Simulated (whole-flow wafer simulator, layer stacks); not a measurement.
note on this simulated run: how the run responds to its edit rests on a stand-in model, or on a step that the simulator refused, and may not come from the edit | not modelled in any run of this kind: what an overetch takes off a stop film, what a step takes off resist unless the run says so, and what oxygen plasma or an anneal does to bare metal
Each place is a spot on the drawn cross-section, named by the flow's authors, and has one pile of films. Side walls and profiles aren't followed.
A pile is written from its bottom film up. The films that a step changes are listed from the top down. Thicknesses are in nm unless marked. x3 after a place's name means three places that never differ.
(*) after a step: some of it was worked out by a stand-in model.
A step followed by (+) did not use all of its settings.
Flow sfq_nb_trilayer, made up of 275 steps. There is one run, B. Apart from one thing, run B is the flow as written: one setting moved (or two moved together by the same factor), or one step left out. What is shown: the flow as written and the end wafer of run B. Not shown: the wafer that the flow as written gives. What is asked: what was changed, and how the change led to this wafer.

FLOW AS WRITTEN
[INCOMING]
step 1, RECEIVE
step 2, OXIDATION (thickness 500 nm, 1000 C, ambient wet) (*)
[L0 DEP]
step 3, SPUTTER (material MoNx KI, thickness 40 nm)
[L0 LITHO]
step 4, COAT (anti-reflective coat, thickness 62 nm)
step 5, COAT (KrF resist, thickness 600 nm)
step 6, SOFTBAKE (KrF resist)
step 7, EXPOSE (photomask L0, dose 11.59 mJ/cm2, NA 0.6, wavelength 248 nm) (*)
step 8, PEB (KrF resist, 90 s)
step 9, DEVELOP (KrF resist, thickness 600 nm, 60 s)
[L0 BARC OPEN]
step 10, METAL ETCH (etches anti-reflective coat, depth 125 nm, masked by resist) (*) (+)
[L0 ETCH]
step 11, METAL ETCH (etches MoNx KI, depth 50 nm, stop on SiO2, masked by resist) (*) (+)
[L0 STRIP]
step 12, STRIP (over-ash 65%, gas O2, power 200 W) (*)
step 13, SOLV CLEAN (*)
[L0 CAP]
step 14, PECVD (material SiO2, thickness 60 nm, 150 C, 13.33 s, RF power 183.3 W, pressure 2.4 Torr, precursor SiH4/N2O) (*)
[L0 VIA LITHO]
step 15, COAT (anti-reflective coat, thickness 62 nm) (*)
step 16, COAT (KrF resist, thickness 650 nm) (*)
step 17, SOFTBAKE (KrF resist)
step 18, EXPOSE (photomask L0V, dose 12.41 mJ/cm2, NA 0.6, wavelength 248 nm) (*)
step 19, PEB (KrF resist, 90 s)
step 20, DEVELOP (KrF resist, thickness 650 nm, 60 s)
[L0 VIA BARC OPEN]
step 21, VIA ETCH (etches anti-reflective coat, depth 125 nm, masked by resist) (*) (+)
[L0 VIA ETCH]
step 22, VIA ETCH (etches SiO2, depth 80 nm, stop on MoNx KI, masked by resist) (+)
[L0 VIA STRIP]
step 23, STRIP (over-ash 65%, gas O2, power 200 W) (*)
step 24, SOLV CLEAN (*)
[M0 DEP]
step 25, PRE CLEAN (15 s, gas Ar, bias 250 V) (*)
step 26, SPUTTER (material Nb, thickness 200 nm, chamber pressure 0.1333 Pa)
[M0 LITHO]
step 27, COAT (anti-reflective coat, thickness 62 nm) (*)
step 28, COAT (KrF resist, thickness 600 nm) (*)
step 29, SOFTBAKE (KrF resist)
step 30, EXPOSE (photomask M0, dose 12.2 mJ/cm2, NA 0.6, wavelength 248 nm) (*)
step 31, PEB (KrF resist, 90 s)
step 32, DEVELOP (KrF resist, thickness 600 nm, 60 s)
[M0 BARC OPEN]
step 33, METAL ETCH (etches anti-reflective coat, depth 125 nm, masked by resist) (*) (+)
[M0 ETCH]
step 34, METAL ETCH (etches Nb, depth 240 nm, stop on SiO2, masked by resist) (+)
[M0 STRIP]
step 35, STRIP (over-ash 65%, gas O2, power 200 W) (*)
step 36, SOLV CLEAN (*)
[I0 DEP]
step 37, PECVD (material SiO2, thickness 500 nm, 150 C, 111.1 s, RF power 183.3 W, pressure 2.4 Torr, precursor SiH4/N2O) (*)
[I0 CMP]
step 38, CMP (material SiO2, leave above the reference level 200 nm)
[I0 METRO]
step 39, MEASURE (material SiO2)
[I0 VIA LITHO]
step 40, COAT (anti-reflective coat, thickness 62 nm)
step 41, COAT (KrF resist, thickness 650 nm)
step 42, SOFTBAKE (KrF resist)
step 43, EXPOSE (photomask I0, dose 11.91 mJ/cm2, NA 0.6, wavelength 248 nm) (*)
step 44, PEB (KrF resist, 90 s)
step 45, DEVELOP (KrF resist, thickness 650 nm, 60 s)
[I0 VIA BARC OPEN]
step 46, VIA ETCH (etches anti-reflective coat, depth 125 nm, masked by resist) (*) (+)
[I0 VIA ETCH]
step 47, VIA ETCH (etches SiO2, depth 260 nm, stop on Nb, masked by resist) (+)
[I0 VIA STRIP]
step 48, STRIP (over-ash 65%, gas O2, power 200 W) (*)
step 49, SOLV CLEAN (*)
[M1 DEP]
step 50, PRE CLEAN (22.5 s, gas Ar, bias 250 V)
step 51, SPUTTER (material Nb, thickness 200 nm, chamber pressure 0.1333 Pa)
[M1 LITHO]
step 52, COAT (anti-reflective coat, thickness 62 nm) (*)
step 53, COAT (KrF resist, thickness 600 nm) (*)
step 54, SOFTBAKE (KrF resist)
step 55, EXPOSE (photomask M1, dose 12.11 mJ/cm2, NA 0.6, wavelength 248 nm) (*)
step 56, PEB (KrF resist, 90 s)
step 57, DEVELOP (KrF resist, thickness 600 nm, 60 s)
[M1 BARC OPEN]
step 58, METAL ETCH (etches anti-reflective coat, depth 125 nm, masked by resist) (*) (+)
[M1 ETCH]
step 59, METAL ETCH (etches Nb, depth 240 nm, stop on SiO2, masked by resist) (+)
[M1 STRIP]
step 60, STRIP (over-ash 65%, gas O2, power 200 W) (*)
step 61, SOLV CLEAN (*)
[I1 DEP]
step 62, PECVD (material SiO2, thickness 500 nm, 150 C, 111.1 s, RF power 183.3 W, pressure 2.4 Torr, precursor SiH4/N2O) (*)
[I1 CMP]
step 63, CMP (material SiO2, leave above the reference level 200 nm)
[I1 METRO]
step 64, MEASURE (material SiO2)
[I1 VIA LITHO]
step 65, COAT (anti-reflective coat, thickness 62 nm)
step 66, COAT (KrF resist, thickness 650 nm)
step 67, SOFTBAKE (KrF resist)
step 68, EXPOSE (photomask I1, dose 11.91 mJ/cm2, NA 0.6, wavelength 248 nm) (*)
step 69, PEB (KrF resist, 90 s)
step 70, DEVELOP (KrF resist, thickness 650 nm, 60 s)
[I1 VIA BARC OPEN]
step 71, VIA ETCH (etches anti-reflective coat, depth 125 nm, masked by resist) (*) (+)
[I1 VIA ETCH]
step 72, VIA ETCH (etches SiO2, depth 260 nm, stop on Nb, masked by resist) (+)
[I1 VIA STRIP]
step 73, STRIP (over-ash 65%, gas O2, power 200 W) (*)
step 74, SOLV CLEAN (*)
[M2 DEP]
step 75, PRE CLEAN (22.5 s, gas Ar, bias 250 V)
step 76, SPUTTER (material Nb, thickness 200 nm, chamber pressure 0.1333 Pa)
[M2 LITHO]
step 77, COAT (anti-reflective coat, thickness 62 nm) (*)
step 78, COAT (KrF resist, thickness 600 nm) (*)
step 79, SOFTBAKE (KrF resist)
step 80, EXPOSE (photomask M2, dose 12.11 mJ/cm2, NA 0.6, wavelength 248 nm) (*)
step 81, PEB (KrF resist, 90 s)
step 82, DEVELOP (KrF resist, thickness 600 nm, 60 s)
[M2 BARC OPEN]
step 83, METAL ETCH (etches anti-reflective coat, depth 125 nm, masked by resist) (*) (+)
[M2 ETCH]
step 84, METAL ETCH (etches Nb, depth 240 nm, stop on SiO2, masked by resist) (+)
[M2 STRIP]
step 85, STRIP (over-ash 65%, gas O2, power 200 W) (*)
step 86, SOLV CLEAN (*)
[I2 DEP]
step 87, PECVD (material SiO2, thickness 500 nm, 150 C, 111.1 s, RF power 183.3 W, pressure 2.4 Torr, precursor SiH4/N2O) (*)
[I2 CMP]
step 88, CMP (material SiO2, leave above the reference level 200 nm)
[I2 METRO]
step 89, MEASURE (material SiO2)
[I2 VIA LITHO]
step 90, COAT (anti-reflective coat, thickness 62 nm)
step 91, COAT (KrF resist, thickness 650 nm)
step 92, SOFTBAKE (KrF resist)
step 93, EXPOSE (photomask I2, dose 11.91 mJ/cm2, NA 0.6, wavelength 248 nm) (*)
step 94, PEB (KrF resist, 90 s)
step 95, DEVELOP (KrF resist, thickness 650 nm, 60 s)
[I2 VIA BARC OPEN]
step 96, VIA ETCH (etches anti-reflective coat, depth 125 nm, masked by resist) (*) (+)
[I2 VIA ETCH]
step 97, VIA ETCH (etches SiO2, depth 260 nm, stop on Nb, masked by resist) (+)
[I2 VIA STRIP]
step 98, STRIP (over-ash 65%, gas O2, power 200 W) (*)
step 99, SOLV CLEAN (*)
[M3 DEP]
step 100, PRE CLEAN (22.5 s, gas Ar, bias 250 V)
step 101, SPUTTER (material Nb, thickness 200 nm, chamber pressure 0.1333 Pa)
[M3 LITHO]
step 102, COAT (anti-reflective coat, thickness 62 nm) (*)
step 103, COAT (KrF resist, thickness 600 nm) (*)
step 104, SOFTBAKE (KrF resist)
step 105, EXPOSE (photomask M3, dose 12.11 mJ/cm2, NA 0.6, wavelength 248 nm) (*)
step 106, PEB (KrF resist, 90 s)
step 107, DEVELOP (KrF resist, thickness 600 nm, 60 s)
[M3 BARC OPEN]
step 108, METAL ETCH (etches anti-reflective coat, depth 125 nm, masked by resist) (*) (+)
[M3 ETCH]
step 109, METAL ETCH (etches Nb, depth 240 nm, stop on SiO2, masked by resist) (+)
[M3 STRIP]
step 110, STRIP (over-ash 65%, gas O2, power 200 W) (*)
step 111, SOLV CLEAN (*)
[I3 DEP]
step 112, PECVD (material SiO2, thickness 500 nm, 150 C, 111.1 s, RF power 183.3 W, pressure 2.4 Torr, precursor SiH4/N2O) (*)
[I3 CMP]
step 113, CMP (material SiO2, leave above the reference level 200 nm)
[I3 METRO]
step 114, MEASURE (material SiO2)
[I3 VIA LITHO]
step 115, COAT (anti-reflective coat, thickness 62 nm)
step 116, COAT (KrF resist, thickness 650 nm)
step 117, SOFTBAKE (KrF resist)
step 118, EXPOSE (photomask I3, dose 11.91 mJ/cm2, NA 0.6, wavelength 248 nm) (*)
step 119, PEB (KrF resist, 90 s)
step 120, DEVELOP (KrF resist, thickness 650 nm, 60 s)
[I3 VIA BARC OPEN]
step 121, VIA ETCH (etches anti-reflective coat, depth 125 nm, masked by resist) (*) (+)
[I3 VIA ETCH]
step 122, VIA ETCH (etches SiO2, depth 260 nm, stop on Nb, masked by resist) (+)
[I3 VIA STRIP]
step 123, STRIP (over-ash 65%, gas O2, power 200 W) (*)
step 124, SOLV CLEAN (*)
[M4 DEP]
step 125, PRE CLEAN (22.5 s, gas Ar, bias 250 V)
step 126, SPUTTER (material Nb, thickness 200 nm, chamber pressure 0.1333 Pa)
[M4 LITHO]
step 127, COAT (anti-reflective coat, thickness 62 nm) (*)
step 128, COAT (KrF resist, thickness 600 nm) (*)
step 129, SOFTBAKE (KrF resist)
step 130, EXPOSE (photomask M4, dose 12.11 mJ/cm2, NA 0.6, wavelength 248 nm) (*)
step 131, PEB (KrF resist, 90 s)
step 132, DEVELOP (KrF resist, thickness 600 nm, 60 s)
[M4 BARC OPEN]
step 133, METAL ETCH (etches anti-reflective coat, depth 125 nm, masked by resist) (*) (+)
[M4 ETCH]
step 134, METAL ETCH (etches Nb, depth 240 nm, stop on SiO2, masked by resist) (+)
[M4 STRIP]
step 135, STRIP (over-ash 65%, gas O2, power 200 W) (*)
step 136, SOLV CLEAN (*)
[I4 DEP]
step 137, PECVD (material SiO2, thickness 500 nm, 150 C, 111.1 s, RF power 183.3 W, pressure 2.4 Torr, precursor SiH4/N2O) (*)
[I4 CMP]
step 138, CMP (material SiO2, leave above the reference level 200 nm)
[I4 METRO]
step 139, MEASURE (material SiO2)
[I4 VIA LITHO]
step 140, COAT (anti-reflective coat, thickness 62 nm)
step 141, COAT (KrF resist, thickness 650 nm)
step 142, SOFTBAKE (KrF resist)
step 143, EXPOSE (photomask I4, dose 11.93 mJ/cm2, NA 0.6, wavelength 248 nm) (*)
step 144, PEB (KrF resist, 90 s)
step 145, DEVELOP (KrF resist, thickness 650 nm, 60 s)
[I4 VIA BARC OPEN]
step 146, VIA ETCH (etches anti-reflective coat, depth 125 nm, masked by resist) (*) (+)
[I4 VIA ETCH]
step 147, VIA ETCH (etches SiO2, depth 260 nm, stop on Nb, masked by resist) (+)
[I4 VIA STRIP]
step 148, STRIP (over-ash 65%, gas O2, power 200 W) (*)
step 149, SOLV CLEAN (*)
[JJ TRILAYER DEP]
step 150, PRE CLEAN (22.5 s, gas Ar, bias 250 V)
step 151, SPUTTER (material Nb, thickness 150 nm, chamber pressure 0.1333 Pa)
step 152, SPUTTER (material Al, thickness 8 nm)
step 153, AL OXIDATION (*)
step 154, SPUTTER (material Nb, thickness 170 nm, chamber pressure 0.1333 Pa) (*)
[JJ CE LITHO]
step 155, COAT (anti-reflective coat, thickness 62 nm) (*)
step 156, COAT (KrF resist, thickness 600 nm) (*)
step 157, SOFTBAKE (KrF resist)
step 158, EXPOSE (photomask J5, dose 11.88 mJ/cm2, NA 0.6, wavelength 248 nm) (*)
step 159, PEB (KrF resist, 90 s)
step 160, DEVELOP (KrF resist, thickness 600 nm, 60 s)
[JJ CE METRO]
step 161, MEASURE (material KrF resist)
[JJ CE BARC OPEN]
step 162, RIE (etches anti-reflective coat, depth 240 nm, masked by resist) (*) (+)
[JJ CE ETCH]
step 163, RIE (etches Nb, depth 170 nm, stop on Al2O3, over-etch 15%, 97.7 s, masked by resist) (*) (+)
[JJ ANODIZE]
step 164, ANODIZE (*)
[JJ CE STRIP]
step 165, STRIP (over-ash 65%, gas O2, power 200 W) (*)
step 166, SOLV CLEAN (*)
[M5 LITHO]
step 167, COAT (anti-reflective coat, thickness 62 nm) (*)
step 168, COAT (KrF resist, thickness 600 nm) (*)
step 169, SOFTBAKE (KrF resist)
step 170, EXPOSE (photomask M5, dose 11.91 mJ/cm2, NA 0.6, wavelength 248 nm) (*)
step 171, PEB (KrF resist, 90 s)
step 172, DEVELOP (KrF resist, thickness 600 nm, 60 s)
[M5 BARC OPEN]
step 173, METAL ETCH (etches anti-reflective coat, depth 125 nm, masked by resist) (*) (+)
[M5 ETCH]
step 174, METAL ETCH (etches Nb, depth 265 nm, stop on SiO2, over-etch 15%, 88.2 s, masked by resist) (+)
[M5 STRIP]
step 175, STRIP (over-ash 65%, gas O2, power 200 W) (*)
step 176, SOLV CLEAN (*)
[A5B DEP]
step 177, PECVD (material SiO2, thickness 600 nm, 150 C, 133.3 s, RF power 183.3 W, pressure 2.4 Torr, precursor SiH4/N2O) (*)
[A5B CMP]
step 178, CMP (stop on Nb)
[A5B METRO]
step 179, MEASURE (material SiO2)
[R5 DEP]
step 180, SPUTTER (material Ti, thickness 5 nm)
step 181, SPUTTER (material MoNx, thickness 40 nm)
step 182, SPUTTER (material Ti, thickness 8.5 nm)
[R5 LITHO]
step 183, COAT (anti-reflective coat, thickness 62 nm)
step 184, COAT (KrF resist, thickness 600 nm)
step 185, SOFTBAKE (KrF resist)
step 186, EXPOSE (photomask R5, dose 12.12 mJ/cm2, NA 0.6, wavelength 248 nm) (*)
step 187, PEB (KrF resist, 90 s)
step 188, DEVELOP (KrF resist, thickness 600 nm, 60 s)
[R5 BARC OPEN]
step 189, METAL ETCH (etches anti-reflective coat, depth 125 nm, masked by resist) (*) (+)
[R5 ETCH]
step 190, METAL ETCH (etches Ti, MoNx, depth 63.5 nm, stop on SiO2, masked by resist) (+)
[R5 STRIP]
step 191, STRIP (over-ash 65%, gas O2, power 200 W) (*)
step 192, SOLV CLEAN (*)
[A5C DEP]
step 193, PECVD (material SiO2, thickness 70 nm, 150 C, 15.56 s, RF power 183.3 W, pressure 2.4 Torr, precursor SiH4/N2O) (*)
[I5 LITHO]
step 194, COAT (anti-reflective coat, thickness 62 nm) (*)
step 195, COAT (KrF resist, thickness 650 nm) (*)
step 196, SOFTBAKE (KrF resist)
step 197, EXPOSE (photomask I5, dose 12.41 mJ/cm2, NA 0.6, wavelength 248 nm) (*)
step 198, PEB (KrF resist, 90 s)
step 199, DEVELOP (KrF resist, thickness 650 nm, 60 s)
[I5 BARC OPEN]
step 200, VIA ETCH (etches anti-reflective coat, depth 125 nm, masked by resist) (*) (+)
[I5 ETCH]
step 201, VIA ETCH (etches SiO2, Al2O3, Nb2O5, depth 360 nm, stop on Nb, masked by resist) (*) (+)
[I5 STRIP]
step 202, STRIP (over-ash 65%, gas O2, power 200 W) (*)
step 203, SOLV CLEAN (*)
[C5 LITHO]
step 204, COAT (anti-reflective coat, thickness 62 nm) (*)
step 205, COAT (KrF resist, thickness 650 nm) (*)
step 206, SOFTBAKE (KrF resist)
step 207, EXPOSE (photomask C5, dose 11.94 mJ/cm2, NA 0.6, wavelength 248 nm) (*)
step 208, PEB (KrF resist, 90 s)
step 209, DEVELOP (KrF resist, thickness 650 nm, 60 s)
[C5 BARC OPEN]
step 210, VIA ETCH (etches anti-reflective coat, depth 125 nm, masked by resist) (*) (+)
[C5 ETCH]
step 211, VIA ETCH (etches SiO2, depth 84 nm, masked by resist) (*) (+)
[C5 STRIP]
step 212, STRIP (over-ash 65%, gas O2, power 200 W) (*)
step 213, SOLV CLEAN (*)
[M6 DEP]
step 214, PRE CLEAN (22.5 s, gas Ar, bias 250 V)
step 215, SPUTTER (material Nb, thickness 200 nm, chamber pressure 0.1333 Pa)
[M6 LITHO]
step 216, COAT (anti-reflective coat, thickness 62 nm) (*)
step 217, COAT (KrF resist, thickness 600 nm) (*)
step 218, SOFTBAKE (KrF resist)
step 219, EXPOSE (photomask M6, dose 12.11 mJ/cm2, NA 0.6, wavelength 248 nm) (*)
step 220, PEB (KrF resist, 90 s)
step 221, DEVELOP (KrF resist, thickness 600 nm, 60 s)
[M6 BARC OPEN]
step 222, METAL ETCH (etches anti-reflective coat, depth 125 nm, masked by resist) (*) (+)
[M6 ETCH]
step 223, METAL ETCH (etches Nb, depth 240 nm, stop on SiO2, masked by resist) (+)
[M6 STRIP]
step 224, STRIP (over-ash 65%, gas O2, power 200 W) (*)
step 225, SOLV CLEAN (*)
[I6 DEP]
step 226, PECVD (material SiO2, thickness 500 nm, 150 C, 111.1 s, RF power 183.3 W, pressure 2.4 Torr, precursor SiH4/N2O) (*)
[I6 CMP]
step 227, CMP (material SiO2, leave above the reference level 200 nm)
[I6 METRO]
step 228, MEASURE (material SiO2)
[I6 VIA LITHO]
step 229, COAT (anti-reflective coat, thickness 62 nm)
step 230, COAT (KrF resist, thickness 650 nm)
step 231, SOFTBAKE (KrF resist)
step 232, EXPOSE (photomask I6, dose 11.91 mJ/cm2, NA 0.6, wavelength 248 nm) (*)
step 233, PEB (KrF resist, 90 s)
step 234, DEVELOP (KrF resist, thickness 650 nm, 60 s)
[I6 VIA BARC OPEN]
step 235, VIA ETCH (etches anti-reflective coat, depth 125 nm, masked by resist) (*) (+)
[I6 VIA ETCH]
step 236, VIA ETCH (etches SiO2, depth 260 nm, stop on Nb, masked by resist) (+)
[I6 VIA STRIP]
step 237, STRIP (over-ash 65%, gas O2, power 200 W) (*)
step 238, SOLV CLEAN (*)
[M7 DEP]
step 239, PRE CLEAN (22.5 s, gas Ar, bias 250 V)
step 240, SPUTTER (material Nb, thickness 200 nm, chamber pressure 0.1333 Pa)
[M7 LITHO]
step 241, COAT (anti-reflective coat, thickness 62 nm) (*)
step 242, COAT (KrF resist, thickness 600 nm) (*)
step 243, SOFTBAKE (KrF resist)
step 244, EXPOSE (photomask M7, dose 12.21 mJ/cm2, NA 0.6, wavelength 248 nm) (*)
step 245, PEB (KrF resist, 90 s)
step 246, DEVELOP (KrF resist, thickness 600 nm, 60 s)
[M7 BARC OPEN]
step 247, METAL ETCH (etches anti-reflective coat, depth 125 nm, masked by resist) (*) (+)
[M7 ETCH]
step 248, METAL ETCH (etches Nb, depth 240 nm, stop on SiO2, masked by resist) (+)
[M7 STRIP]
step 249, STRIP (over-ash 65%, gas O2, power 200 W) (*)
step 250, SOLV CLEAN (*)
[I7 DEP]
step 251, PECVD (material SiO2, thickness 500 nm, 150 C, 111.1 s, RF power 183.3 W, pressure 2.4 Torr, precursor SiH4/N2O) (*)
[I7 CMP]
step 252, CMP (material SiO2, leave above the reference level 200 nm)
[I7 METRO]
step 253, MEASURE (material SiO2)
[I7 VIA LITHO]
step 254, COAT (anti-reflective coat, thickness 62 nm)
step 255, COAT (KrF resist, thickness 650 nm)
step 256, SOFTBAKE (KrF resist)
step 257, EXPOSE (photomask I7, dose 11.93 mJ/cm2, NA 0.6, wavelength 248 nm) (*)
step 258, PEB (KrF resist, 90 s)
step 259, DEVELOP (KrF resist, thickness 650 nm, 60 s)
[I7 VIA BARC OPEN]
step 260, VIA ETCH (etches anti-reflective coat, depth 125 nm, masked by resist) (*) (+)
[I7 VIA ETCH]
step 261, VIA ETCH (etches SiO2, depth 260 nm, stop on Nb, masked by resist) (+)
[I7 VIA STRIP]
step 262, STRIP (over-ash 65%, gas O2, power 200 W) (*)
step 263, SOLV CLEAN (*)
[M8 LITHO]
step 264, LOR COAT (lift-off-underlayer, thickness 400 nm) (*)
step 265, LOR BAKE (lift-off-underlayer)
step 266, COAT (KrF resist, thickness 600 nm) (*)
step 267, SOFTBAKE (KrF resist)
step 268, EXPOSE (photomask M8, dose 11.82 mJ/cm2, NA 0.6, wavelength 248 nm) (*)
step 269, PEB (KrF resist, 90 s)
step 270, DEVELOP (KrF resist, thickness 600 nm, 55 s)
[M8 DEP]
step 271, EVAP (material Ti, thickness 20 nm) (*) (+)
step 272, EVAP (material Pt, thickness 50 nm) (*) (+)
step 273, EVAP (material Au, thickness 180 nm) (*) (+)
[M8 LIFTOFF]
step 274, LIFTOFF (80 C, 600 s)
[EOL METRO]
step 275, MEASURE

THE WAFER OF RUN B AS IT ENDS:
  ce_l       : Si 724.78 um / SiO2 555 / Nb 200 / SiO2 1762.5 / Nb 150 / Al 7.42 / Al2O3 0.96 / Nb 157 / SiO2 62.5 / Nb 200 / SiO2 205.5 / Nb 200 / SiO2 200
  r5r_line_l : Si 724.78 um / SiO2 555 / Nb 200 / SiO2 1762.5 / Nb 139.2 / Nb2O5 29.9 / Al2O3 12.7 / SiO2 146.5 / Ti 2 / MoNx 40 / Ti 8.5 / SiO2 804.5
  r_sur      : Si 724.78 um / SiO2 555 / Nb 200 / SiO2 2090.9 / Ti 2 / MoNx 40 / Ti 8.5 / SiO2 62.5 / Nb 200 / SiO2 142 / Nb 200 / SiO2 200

What caused this: step 180, SPUTTER: thickness 2 nm was run, though the flow has thickness 5 nm.
The wafer itself shows it: r5r_line_l has Ti 2, and step 180 as written asks for 5 nm.

Step by step, how the change led to this:
  step 180, SPUTTER (material Ti, thickness 5 nm)
      field_l, v_sur, via_wl and 103 more: Ti gains 2 (new film) (as written it would have been: Ti gains 5 (new film))
  step 190, METAL ETCH (etches Ti, MoNx, depth 63.5 nm, stop on SiO2, masked by resist) (+)
      field_l, v_sur, via_wl and 92 more: Ti loses 8.5 (all of it), MoNx loses 40 (all of it), Ti loses 2 (all of it) (as written it would have been: Ti loses 8.5 (all of it), MoNx loses 40 (all of it), Ti loses 5 (all of it))
      ce_l, c5j, ce_r, wl_jj: Ti loses 8.5 (all of it), MoNx loses 40 (all of it), Ti loses 2 (all of it), Nb loses 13 (as written it would have been: Ti loses 8.5 (all of it), MoNx loses 40 (all of it), Ti loses 5 (all of it), Nb loses 10)
  step 216, COAT (anti-reflective coat, thickness 62 nm) (*)
      sp_r: anti-reflective coat gains 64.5 (new film) (as written it would have been: anti-reflective coat gains 65.9 (new film))
  step 224, STRIP (over-ash 65%, gas O2, power 200 W) (*)
      sp_r: KrF resist loses 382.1 (all of it), anti-reflective coat loses 64.5 (all of it) (as written it would have been: KrF resist loses 382 (all of it), anti-reflective coat loses 65.9 (all of it))
